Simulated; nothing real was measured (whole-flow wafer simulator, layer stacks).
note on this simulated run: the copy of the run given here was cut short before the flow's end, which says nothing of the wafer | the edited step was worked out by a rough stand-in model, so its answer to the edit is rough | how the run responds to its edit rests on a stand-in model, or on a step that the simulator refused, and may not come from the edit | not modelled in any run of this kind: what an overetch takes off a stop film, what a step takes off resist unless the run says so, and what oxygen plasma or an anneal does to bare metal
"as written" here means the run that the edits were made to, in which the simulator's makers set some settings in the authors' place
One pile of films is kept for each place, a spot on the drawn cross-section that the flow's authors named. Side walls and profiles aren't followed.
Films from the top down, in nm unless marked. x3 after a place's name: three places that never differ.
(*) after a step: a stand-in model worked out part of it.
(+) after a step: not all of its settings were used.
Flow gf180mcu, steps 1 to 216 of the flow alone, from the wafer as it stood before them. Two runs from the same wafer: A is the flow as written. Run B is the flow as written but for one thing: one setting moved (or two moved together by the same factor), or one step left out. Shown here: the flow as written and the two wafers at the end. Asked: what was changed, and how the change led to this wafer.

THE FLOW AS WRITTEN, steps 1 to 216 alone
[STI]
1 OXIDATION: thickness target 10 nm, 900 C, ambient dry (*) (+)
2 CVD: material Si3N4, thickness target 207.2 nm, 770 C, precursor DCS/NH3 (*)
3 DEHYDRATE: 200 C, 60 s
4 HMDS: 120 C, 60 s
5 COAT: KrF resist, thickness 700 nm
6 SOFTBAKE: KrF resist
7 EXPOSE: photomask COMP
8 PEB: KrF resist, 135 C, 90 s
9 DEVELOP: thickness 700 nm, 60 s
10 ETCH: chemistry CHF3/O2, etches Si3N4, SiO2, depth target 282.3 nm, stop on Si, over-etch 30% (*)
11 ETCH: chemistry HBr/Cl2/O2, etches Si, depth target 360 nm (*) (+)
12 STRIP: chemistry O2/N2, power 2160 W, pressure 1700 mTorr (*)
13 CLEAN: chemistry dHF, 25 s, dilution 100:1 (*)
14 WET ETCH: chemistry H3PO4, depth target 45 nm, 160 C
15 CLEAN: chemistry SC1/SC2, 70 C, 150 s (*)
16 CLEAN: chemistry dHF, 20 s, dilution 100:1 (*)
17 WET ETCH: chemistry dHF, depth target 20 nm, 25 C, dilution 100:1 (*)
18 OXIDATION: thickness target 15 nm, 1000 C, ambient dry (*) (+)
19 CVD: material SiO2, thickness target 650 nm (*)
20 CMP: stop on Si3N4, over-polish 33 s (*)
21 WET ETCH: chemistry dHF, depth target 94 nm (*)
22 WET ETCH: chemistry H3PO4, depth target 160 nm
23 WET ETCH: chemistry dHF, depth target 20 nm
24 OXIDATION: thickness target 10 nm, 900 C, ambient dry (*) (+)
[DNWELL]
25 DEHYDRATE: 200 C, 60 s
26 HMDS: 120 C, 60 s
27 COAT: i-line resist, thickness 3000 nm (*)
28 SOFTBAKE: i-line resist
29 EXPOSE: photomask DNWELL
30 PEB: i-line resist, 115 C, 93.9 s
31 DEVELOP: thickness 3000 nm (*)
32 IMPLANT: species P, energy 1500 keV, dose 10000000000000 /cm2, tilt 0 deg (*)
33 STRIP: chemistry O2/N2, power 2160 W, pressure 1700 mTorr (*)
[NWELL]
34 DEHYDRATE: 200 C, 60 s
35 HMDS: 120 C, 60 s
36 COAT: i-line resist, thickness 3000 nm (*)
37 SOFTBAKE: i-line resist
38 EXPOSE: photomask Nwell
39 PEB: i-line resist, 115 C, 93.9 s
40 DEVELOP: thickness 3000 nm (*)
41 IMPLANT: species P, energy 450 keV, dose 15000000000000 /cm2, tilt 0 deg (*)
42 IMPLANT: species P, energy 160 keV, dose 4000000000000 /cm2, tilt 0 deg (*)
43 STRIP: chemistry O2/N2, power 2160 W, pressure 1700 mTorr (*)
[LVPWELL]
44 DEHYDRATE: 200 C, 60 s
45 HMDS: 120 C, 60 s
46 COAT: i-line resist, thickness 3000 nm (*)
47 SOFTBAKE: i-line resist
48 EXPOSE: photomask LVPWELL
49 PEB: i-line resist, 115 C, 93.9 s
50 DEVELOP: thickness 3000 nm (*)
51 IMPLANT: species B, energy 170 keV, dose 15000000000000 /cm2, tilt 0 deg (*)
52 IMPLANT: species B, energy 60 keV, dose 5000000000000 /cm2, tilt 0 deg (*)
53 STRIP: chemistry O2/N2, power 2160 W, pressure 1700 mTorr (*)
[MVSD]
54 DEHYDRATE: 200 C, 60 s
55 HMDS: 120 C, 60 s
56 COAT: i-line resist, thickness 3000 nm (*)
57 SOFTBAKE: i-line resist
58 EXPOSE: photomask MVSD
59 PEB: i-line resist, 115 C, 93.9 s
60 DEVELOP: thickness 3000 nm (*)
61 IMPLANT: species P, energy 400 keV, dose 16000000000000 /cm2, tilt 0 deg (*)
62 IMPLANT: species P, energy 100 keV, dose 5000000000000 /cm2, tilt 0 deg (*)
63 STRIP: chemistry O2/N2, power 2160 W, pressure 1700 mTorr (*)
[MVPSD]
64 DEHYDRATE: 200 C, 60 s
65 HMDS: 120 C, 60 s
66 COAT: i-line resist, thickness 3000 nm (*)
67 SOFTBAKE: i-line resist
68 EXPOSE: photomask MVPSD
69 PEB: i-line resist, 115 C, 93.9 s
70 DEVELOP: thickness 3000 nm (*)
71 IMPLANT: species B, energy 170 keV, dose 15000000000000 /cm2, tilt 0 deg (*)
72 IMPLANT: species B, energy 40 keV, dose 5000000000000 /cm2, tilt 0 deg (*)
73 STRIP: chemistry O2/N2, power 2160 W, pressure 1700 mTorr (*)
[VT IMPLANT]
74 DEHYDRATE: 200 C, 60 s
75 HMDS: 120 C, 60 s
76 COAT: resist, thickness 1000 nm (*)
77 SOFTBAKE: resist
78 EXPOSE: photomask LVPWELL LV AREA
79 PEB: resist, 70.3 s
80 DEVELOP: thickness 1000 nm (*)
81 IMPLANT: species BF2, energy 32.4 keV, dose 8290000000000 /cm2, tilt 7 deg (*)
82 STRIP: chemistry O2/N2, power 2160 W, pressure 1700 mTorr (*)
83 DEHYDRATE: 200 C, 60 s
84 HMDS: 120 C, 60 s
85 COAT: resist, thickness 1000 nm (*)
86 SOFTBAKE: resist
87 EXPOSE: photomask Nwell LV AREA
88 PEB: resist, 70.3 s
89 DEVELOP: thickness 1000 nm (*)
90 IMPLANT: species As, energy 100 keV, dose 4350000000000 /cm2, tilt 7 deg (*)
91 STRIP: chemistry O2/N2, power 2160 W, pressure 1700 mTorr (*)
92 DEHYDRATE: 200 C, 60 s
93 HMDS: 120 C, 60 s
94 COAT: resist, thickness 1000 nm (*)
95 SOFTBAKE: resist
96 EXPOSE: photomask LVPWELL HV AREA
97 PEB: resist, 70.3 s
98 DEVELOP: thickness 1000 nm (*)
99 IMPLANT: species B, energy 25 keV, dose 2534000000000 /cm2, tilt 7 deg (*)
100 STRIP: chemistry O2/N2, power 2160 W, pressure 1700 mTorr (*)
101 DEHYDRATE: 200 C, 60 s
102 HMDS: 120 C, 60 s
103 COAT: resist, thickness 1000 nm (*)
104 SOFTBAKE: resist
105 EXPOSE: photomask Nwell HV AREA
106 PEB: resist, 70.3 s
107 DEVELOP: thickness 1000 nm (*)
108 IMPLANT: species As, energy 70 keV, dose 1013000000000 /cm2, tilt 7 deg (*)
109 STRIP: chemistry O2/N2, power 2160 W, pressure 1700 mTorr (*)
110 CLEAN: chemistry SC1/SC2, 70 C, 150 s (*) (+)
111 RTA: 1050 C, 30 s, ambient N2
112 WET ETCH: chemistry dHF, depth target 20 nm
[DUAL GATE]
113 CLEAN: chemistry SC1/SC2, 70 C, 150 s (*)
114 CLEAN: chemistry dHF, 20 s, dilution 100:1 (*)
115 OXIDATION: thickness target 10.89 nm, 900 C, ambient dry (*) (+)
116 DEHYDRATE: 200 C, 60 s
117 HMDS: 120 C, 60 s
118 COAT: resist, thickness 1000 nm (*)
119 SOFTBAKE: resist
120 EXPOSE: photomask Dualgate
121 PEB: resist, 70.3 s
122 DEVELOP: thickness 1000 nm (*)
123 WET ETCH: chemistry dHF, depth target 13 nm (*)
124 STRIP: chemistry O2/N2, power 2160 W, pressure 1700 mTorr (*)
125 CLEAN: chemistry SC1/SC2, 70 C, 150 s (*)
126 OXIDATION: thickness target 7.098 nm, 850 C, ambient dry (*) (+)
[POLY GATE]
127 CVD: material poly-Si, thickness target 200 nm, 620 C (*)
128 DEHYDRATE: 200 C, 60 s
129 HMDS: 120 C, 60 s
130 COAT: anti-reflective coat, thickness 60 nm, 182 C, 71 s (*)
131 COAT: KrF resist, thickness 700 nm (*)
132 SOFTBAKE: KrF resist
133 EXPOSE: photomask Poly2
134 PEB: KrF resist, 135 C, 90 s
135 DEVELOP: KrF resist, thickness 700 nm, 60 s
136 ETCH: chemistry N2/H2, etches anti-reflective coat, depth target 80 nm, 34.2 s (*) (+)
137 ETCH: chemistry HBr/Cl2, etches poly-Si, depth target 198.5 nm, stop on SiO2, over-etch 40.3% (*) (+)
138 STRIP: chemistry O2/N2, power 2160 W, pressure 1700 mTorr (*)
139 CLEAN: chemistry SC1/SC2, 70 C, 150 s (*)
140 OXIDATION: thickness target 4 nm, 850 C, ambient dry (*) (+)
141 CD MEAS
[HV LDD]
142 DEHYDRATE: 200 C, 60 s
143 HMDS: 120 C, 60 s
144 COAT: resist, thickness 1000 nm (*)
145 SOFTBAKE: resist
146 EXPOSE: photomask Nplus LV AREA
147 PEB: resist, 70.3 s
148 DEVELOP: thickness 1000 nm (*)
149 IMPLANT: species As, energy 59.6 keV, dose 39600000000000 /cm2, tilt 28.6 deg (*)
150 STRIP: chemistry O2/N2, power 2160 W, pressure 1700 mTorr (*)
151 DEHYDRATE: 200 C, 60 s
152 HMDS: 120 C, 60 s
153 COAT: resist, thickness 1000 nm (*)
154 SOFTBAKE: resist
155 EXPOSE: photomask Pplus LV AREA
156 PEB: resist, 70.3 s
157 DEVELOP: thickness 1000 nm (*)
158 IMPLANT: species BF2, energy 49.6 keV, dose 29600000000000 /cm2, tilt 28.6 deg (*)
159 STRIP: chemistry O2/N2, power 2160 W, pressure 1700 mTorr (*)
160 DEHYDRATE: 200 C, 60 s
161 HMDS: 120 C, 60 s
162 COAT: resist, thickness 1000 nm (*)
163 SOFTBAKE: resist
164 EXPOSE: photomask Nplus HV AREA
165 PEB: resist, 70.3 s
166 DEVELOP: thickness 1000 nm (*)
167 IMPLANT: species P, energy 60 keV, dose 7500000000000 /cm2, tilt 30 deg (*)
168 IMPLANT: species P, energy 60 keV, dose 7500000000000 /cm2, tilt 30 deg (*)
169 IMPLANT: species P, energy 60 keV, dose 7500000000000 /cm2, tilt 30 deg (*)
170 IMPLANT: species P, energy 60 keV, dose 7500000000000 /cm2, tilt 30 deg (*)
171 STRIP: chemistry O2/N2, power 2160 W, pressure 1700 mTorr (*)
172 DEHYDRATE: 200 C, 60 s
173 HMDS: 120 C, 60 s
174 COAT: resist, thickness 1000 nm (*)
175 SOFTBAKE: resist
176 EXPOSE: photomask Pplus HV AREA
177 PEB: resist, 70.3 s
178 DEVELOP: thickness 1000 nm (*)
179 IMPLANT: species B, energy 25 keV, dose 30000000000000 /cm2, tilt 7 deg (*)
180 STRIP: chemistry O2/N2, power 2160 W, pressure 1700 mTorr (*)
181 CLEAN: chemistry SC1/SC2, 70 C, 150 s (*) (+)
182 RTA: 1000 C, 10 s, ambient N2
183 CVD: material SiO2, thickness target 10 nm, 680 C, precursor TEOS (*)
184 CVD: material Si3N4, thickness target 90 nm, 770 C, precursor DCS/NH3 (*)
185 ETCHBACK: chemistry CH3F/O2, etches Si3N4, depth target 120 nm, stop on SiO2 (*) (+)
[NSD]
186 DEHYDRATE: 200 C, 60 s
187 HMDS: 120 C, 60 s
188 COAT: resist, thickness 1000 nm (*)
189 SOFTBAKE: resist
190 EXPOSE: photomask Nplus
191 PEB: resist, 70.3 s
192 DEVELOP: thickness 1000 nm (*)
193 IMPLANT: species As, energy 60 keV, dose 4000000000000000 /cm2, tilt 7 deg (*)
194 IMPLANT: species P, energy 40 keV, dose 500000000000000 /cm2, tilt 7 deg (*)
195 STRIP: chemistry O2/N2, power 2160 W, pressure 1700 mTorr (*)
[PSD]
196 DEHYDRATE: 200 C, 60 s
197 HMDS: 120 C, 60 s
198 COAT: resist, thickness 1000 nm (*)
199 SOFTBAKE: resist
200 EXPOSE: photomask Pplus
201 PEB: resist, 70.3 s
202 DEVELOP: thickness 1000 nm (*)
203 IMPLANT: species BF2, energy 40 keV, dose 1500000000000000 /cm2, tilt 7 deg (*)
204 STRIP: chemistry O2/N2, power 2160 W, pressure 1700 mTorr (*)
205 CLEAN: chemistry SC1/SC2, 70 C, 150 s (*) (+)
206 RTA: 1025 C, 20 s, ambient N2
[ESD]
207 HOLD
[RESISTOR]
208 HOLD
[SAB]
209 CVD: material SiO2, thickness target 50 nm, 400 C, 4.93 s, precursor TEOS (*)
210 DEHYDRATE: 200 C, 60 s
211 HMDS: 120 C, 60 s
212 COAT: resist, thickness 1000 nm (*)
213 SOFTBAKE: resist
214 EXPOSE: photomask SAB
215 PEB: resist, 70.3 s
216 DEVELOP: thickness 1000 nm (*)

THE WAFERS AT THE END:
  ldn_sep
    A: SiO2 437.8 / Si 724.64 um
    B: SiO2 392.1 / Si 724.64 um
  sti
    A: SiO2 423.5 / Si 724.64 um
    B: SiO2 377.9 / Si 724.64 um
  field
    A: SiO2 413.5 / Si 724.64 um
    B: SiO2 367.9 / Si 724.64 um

The cause: step 21, WET ETCH: depth target 140 nm was run, where the flow has depth target 94 nm.

How the change led to this, step by step:
  21 WET ETCH: chemistry dHF, depth target 94 nm (*)
      active, n_well, p_well and 40 more: A Si3N4 -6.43 | B Si3N4 -9.54
      field, field_sub, sti and 34 more: A SiO2 -94 | B SiO2 -140
  22 WET ETCH: chemistry H3PO4, depth target 160 nm
      active, n_well, p_well and 40 more: A Si3N4 -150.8 (all of it), SiO2 -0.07 | B Si3N4 -147.6 (all of it), SiO2 -0.1
  28 SOFTBAKE: i-line resist
      field: A i-line resist +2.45 | B i-line resist -0.85
      field_sub: A i-line resist +1.87 | B i-line resist -0.68
      (and at 62 more places)
  37 SOFTBAKE: i-line resist
      field: A i-line resist +2.45 | B i-line resist -0.85
      field_sub: A i-line resist +1.87 | B i-line resist -0.68
      (and at 62 more places)
  47 SOFTBAKE: i-line resist
      field: A i-line resist +2.45 | B i-line resist -0.85
      field_sub: A i-line resist +1.87 | B i-line resist -0.68
      (and at 62 more places)
  57 SOFTBAKE: i-line resist
      field: A i-line resist +2.45 | B i-line resist -0.85
      field_sub: A i-line resist +1.87 | B i-line resist -0.68
      (and at 62 more places)
  67 SOFTBAKE: i-line resist
      field: A i-line resist +2.45 | B i-line resist -0.85
      field_sub: A i-line resist +1.87 | B i-line resist -0.68
      (and at 62 more places)
  76 COAT: resist, thickness 1000 nm (*)
      p_well, spacer, sd_n: A resist +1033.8 (new film) | B resist +989 (new film)
      field__w6: A resist +984.3 (new film) | B resist +1010.5 (new film)
      (and at 43 more places)
  77 SOFTBAKE: resist
      field: A resist -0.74 | B nothing
      field__w2: A resist -0.43 | B resist +0.16
      (and at 54 more places)
  79 PEB: resist, 70.3 s
      pplus_u, iso_ptap_pw, iso_ntap_nw, vpnp_e: A resist -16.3 | B resist -15.7
      p_well, spacer, sd_n: A resist -16.4 | B resist -15.7
      (and at 1 more place)
  80 DEVELOP: thickness 1000 nm (*)
      p_well, spacer, sd_n: A resist -1017.4 (all of it) | B resist -973.3 (all of it)
      active: A resist -1004 (all of it) | B resist -976.6 (all of it)
      (and at 5 more places)
  82 STRIP: chemistry O2/N2, power 2160 W, pressure 1700 mTorr (*)
      field__w6: A resist -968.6 (all of it) | B resist -994.6 (all of it)
      field_sub: A resist -966.6 (all of it) | B resist -989.8 (all of it)
      (and at 37 more places)
  85 COAT: resist, thickness 1000 nm (*)
      p_well, spacer, sd_n: A resist +1033.8 (new film) | B resist +989 (new film)
      field__w6: A resist +984.3 (new film) | B resist +1010.5 (new film)
      (and at 43 more places)
  86 SOFTBAKE: resist
      field: A resist -0.74 | B nothing
      field__w2: A resist -0.43 | B resist +0.16
      (and at 54 more places)
  88 PEB: resist, 70.3 s
      pplus_u, iso_ptap_pw, iso_ntap_nw, vpnp_e: A resist -16.3 | B resist -15.7
      p_well, spacer, sd_n: A resist -16.4 | B resist -15.7
      (and at 1 more place)
  89 DEVELOP: thickness 1000 nm (*)
      n_well: A resist -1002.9 (all of it) | B resist -978 (all of it)
      sd_p: A resist -1001.9 (all of it) | B resist -978.2 (all of it)
      (and at 5 more places)
  ... 55 more steps ...
  216 DEVELOP: thickness 1000 nm (*)
      p_well, sd_n: A resist -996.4 (all of it) | B resist -951 (all of it)
      field__w1: A resist -1017.5 (all of it) | B resist -1038.8 (all of it)
      (and at 43 more places)
